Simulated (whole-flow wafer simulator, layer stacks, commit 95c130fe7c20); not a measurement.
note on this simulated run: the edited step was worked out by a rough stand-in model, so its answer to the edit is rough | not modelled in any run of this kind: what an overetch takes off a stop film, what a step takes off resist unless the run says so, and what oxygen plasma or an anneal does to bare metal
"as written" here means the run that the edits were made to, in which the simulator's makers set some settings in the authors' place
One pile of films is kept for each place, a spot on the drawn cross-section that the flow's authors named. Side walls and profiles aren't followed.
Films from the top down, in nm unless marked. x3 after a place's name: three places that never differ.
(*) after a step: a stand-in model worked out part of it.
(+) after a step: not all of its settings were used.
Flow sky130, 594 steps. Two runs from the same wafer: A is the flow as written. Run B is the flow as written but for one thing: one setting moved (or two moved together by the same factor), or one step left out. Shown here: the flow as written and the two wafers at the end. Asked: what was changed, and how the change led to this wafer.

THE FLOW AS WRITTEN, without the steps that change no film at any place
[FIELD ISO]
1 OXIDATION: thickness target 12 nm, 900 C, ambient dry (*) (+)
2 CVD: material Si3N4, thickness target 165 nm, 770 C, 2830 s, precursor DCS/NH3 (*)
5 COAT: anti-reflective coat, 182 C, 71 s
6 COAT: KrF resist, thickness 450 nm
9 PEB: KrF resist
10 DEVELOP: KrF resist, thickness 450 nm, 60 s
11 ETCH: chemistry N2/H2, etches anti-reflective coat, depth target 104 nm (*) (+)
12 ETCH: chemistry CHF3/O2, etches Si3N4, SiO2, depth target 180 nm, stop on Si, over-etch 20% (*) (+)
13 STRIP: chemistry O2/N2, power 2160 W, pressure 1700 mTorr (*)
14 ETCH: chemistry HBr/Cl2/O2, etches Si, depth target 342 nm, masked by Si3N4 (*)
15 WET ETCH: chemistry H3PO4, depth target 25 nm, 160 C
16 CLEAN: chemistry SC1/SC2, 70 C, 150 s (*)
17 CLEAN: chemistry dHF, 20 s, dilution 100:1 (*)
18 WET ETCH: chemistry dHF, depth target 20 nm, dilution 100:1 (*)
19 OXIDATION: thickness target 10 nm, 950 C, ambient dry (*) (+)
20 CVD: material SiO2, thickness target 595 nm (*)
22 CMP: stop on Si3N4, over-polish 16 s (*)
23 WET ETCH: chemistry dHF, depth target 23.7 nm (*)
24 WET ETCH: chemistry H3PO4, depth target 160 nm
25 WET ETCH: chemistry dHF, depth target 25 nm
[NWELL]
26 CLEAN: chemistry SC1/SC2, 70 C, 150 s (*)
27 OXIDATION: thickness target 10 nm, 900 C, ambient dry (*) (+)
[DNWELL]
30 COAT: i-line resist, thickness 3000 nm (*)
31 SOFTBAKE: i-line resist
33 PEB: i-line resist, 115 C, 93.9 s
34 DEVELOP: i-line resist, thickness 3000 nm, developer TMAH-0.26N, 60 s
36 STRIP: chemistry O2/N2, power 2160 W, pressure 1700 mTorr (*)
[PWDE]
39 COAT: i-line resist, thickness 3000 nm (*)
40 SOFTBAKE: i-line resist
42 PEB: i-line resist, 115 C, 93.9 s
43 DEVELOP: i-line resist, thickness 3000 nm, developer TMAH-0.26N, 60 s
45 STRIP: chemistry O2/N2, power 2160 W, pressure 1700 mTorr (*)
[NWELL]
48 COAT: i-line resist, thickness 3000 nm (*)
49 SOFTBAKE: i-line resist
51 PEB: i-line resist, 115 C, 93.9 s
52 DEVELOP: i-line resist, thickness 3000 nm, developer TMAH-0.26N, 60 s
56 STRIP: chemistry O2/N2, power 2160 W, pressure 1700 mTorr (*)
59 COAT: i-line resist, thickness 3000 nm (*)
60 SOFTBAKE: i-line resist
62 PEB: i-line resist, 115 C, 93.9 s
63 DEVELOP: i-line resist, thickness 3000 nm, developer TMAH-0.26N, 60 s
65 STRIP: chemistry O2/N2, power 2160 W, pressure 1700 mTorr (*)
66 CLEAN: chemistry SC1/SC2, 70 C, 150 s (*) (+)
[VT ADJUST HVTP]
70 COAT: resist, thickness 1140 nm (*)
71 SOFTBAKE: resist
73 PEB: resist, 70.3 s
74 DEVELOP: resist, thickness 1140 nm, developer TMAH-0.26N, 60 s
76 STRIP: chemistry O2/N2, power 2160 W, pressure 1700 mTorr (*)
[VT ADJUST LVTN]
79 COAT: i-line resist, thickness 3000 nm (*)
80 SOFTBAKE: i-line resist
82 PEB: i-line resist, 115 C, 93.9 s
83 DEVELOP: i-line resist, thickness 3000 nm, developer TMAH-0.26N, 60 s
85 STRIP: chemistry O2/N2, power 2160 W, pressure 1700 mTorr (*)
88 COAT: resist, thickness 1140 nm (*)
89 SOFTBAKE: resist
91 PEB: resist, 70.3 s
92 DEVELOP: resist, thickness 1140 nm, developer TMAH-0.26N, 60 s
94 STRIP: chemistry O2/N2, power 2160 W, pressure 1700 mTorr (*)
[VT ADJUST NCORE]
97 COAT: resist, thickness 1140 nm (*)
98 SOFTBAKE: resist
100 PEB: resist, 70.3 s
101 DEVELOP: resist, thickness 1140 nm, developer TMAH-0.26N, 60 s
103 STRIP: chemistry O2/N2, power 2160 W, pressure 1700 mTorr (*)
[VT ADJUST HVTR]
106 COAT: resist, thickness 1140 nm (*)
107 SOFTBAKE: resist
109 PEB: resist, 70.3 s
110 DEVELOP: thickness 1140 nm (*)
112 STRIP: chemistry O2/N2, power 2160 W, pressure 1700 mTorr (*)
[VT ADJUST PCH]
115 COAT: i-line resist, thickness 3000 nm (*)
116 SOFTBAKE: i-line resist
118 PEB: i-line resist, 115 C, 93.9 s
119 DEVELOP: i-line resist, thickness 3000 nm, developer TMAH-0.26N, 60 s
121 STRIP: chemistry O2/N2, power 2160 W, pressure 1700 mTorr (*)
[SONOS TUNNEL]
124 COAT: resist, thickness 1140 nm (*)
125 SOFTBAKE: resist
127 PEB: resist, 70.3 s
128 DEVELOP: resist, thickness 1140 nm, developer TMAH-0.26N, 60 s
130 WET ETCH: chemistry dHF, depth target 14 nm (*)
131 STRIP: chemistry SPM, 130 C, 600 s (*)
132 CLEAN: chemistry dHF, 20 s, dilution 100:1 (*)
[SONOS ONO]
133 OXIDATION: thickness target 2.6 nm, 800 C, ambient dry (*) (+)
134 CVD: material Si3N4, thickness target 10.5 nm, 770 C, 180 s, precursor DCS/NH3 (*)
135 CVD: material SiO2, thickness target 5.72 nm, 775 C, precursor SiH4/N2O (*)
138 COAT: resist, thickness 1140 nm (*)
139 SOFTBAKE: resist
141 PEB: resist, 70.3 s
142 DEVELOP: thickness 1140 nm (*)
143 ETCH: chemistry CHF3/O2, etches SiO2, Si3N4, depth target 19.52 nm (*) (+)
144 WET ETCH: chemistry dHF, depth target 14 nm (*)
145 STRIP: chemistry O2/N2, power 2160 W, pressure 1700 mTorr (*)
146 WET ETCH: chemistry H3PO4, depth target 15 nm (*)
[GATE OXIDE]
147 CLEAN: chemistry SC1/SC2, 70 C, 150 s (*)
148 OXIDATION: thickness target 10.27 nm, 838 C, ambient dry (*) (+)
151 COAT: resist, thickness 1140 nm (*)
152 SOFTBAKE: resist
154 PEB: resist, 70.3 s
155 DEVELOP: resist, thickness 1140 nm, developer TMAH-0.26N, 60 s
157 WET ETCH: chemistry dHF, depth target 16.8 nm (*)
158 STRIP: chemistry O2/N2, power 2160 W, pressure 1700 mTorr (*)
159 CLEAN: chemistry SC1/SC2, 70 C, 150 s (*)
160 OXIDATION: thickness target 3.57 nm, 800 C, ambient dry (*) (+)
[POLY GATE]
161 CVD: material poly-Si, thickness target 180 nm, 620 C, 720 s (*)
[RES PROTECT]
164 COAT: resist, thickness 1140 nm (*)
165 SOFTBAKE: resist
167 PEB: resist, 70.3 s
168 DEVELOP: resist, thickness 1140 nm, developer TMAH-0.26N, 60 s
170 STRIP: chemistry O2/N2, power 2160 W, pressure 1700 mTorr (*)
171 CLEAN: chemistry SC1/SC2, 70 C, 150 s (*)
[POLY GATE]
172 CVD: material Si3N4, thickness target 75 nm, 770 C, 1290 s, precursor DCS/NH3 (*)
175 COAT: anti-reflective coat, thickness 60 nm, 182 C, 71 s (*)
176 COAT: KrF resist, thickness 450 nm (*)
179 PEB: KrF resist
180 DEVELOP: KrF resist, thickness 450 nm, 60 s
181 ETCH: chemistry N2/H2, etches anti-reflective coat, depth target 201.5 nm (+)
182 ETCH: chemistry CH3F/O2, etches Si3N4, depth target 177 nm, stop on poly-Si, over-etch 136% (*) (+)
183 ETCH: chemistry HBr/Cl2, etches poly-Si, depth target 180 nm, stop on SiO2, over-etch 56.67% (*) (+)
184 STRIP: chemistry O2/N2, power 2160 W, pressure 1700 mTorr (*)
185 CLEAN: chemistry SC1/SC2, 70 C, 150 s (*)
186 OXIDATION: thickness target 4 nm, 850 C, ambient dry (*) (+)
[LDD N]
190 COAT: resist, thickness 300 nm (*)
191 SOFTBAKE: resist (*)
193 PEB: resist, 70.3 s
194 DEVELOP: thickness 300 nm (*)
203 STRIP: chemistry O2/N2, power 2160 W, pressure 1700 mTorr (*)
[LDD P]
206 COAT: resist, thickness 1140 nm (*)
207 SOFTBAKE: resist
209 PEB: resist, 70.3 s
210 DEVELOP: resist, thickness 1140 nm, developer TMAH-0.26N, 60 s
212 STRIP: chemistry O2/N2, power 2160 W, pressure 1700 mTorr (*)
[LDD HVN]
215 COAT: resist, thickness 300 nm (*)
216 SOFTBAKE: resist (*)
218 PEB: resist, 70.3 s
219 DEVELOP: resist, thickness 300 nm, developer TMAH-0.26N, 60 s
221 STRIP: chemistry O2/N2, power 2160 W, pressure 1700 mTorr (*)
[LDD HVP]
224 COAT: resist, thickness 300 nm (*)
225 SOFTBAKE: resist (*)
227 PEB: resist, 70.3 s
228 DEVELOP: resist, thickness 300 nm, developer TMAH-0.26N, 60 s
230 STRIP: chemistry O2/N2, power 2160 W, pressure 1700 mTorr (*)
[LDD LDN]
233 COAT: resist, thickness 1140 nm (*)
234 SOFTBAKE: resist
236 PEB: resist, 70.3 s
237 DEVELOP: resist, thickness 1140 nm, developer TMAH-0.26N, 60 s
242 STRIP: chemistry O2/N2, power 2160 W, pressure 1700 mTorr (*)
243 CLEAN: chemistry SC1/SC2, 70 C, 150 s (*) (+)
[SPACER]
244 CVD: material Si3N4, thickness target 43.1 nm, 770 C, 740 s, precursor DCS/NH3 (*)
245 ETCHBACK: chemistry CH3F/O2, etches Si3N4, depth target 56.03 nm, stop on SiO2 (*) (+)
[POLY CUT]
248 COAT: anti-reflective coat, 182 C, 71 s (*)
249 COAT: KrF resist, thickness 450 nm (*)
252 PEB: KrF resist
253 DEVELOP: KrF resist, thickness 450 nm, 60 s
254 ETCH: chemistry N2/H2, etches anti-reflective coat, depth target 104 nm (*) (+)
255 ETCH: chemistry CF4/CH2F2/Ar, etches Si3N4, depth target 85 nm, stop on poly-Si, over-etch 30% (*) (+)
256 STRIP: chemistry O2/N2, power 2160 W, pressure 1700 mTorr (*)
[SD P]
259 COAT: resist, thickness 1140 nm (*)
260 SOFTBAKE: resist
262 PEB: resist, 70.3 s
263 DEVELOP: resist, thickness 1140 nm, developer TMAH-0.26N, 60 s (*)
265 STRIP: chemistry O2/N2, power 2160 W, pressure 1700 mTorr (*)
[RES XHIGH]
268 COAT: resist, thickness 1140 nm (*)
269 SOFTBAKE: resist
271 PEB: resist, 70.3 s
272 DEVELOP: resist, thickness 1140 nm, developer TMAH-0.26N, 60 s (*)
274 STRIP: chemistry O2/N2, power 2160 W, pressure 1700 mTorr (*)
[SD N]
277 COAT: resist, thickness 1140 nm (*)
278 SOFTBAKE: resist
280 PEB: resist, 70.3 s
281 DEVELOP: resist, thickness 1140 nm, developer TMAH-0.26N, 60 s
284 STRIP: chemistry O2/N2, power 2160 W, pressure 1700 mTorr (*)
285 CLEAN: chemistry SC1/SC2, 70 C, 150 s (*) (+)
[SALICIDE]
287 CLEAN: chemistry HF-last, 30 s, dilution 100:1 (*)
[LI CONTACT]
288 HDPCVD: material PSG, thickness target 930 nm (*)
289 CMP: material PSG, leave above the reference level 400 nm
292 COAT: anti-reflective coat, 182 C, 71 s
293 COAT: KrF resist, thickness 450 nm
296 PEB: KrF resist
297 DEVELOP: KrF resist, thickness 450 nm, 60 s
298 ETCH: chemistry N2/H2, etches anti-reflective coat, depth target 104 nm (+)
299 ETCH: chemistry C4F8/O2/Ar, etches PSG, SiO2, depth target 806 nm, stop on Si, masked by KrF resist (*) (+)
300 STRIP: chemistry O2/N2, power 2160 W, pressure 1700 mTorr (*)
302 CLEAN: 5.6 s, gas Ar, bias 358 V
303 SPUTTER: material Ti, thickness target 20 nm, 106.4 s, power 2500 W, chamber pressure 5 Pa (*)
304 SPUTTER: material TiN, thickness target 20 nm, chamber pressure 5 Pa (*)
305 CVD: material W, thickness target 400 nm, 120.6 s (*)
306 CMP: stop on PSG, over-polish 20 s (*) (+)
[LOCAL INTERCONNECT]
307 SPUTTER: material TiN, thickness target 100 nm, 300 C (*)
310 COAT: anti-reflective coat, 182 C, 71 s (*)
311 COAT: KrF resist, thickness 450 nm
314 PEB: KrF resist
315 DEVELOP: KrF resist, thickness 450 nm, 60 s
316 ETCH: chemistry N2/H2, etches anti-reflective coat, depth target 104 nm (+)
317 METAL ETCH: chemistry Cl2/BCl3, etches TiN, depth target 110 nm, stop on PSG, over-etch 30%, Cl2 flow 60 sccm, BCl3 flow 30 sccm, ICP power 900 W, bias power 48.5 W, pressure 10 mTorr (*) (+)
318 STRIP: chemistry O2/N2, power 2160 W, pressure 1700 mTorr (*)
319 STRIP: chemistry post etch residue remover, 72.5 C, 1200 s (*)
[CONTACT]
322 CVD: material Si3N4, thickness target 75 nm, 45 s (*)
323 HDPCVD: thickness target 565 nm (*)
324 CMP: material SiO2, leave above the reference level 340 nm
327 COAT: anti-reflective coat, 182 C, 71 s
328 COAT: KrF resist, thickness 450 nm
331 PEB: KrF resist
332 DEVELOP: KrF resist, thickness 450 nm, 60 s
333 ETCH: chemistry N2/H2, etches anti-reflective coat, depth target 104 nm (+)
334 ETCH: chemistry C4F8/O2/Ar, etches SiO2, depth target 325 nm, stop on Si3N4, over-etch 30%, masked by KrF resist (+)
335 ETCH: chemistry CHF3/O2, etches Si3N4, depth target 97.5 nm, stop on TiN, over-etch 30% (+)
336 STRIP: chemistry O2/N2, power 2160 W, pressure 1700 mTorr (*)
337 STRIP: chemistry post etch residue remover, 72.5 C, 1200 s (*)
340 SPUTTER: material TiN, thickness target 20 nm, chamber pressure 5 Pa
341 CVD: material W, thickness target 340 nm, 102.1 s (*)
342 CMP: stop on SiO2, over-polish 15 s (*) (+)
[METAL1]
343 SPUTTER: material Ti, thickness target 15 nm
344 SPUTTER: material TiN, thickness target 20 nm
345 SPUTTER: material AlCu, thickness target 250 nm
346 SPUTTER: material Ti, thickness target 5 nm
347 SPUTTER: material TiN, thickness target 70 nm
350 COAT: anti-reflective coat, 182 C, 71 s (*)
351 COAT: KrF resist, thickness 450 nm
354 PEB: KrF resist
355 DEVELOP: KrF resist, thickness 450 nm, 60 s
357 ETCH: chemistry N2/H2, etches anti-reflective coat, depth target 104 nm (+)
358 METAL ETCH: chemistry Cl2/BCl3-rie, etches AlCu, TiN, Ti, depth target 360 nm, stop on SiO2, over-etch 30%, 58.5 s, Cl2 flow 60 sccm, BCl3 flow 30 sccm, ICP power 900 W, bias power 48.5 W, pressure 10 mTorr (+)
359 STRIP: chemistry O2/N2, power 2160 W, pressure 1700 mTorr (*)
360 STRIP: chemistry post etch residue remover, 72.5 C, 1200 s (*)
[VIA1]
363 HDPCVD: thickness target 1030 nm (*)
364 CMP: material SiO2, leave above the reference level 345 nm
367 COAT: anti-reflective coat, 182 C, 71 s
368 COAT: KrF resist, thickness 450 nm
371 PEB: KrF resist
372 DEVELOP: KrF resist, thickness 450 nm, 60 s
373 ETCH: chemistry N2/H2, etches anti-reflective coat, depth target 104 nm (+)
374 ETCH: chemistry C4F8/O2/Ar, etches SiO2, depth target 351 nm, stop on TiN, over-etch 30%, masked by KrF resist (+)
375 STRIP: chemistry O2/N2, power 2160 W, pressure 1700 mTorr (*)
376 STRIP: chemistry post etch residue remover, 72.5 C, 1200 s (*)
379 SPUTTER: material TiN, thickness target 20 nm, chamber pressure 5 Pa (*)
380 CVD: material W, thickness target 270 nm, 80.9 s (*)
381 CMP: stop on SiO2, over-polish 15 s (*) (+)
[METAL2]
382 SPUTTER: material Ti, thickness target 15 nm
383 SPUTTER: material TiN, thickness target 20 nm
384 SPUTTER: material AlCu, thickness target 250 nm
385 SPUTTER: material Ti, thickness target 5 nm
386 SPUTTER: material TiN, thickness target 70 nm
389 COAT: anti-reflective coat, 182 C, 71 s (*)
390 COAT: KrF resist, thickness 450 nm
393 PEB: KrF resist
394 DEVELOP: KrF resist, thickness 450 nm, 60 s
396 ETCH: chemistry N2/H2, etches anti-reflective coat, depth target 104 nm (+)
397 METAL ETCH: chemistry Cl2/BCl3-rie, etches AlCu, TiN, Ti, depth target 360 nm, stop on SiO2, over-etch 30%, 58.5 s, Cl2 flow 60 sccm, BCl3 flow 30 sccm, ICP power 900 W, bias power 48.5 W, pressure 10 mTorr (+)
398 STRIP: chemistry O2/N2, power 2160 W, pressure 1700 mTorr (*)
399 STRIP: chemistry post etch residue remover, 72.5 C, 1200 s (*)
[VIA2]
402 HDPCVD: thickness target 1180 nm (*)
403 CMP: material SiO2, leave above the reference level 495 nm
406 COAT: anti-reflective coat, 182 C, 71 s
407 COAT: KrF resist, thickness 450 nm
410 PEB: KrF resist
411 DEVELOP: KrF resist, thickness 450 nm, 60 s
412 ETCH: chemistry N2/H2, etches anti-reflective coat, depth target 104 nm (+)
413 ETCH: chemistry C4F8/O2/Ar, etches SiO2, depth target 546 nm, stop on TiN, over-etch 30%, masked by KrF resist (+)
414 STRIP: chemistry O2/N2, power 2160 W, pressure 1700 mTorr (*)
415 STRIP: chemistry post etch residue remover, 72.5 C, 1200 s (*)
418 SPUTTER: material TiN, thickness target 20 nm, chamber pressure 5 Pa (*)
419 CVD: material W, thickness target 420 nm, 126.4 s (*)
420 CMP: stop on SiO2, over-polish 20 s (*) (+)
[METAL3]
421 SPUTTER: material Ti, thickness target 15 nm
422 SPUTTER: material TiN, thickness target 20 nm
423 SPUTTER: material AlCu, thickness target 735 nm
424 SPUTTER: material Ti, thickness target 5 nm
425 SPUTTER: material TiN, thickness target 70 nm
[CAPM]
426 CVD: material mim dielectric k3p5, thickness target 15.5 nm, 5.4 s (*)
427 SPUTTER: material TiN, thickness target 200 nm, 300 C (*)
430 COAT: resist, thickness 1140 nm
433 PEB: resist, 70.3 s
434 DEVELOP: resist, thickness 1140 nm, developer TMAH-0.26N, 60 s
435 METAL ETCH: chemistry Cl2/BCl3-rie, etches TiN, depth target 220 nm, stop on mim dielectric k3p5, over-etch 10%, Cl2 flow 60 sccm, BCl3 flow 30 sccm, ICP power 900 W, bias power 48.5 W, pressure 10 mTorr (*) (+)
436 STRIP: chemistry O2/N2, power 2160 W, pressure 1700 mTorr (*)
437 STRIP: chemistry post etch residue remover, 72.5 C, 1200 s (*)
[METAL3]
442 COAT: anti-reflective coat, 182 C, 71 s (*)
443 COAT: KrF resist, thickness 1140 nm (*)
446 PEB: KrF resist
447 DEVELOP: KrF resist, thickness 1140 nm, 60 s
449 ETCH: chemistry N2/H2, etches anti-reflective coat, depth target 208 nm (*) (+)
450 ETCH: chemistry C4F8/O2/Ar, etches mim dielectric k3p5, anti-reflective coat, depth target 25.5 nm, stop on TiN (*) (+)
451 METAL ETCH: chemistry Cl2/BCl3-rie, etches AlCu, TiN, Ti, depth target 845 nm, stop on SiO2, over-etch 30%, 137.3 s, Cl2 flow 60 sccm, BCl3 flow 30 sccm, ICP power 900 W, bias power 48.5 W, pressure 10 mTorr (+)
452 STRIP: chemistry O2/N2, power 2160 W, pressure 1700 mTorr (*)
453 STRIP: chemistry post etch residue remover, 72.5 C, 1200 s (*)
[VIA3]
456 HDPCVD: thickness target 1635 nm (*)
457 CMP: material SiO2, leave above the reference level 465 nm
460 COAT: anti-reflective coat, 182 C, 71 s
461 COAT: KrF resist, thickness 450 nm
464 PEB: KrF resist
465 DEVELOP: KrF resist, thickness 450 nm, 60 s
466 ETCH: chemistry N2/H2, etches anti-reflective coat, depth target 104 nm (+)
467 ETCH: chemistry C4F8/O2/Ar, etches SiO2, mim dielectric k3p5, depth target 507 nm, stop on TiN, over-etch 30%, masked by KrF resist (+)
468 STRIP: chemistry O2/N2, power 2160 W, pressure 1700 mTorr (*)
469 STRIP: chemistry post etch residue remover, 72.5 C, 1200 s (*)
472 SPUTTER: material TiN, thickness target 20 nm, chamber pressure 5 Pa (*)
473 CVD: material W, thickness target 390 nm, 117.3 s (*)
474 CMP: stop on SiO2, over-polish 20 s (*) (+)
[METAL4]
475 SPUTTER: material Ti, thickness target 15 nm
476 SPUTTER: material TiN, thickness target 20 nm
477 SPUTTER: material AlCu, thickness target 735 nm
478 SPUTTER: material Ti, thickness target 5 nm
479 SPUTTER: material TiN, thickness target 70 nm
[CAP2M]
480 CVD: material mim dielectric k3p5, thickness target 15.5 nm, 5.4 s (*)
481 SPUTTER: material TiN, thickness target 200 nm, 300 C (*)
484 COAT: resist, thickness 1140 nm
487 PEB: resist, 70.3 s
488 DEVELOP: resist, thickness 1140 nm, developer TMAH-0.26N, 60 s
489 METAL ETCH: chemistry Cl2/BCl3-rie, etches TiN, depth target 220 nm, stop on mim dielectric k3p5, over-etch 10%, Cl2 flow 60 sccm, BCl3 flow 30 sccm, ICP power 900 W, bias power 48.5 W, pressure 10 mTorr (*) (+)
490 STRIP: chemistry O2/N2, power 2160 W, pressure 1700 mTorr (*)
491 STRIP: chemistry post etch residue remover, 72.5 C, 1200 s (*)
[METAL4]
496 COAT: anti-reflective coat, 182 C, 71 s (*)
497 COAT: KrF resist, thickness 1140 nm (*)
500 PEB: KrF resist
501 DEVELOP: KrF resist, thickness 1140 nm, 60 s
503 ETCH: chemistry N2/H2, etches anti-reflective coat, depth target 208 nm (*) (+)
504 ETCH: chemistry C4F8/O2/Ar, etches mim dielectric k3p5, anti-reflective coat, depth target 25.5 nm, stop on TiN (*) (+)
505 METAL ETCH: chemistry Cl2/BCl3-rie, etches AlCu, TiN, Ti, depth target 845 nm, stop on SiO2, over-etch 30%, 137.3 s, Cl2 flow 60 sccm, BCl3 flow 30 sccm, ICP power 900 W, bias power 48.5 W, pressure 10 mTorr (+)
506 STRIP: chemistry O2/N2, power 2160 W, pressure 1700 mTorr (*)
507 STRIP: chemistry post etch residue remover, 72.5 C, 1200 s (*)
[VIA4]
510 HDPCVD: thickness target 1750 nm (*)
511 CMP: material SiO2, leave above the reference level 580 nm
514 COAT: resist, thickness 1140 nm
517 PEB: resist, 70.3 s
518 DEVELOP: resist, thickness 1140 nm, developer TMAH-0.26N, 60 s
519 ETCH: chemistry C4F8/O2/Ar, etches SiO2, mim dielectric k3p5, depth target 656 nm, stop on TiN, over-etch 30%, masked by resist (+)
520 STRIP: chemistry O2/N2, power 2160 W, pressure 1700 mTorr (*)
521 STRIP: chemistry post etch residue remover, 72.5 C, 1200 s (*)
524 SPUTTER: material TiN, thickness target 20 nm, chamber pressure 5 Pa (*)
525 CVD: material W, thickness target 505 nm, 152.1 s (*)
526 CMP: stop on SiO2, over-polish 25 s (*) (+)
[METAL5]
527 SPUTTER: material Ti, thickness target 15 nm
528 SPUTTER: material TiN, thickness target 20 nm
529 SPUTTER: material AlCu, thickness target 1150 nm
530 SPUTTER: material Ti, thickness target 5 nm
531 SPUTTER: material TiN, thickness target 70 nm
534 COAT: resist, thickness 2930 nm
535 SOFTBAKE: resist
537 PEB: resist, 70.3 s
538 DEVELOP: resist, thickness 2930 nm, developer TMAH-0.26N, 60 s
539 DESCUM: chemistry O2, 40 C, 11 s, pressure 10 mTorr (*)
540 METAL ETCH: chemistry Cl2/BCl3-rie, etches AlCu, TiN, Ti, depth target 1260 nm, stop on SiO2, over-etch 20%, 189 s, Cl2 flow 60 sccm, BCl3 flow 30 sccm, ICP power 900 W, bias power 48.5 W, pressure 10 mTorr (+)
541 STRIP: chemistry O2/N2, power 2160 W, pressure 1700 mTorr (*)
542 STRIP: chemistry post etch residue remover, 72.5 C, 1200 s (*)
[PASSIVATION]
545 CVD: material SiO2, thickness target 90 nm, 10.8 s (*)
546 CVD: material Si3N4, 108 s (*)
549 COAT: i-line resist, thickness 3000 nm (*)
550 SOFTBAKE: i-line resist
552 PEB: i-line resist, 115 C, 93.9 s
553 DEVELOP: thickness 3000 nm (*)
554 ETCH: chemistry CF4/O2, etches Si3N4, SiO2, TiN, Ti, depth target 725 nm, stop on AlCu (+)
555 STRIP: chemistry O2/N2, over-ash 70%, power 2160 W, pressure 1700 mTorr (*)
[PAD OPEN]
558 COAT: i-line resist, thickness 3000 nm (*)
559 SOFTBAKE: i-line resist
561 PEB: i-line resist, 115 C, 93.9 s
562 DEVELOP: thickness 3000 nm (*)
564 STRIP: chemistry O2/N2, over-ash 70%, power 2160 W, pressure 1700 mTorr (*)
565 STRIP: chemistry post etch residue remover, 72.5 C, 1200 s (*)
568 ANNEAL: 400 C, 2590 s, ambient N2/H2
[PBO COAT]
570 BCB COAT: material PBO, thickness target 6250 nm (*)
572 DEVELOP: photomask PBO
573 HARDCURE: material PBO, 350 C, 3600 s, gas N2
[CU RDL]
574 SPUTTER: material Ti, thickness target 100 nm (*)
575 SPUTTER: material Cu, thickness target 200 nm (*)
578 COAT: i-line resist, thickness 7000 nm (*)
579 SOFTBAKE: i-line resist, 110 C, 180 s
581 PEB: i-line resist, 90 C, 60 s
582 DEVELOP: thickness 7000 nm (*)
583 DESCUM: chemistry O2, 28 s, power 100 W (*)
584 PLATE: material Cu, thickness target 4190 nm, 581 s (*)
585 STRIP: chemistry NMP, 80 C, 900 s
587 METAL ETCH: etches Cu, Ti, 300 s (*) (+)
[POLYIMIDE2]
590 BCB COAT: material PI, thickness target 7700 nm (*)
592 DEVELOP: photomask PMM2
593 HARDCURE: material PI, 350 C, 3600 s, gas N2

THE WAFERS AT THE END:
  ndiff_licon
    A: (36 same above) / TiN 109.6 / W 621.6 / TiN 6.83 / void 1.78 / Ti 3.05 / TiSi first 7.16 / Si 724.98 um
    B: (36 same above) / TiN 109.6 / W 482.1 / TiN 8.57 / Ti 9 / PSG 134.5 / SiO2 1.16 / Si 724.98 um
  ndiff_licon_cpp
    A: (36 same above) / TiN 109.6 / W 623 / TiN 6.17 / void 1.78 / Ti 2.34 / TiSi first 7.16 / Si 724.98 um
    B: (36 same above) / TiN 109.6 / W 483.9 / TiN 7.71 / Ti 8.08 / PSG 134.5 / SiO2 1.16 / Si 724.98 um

The cause: step 299, ETCH: depth target 504 nm was run, where the flow has depth target 806 nm.

How the change led to this, step by step:
  299 ETCH: chemistry C4F8/O2/Ar, etches PSG, SiO2, depth target 806 nm, stop on Si, masked by KrF resist (*) (+)
      contact, ndiff_licon, ndiff_licon_cpp: A PSG -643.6 (all of it), SiO2 -1.16 (all of it) | B PSG -504
      field, active, n_well and 184 more: A KrF resist -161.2 | B KrF resist -100.8
  300 STRIP: chemistry O2/N2, power 2160 W, pressure 1700 mTorr (*)
      contact, ndiff_licon, ndiff_licon_cpp: A chemical SiO2 +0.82 (new film), Si -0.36 | B nothing
      field, active, n_well and 184 more: A KrF resist -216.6 (all of it), anti-reflective coat -80 (all of it) | B KrF resist -277 (all of it), anti-reflective coat -80 (all of it)
  302 CLEAN: 5.6 s, gas Ar, bias 358 V
      contact, ndiff_licon, ndiff_licon_cpp: A chemical SiO2 -0.82 (all of it) | B PSG -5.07
  303 SPUTTER: material Ti, thickness target 20 nm, 106.4 s, power 2500 W, chamber pressure 5 Pa (*)
      ndiff_licon: A Ti +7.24 (new film) | B Ti +9 (new film)
      ndiff_licon_cpp: A Ti +6.53 (new film) | B Ti +8.08 (new film)
  304 SPUTTER: material TiN, thickness target 20 nm, chamber pressure 5 Pa (*)
      ndiff_licon: A TiN +6.83 (new film) | B TiN +8.57 (new film)
      ndiff_licon_cpp: A TiN +6.17 (new film) | B TiN +7.71 (new film)
  305 CVD: material W, thickness target 400 nm, 120.6 s (*)
      ndiff_licon: A W +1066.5 (new film) | B W +927 (new film)
      ndiff_licon_cpp: A W +1067.9 (new film) | B W +928.8 (new film)
  568 ANNEAL: 400 C, 2590 s, ambient N2/H2
      ndiff_licon, ndiff_licon_cpp: A under 37 films: void +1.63 (new film), Ti -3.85, TiSi first +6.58 (new film), Si -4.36 | B nothing
Counting metal films that touch as one body, ndiff_licon has 5 bodies (between them, from the top down: SiO2 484 / mim dielectric k3p5 15.5; SiO2 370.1 / mim dielectric k3p5 15.5; SiO2 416; SiO2 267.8); the flow as written gives 6 bodies (between them, from the top down: SiO2 484 / mim dielectric k3p5 15.5; SiO2 370.1 / mim dielectric k3p5 15.5; SiO2 416; SiO2 267.8; void 1.78).
Counting metal films that touch as one body, ndiff_licon_cpp has 5 bodies (between them, from the top down: SiO2 484 / mim dielectric k3p5 15.5; SiO2 370.1 / mim dielectric k3p5 15.5; SiO2 416; SiO2 267.8); the flow as written gives 6 bodies (between them, from the top down: SiO2 484 / mim dielectric k3p5 15.5; SiO2 370.1 / mim dielectric k3p5 15.5; SiO2 416; SiO2 267.8; void 1.78).
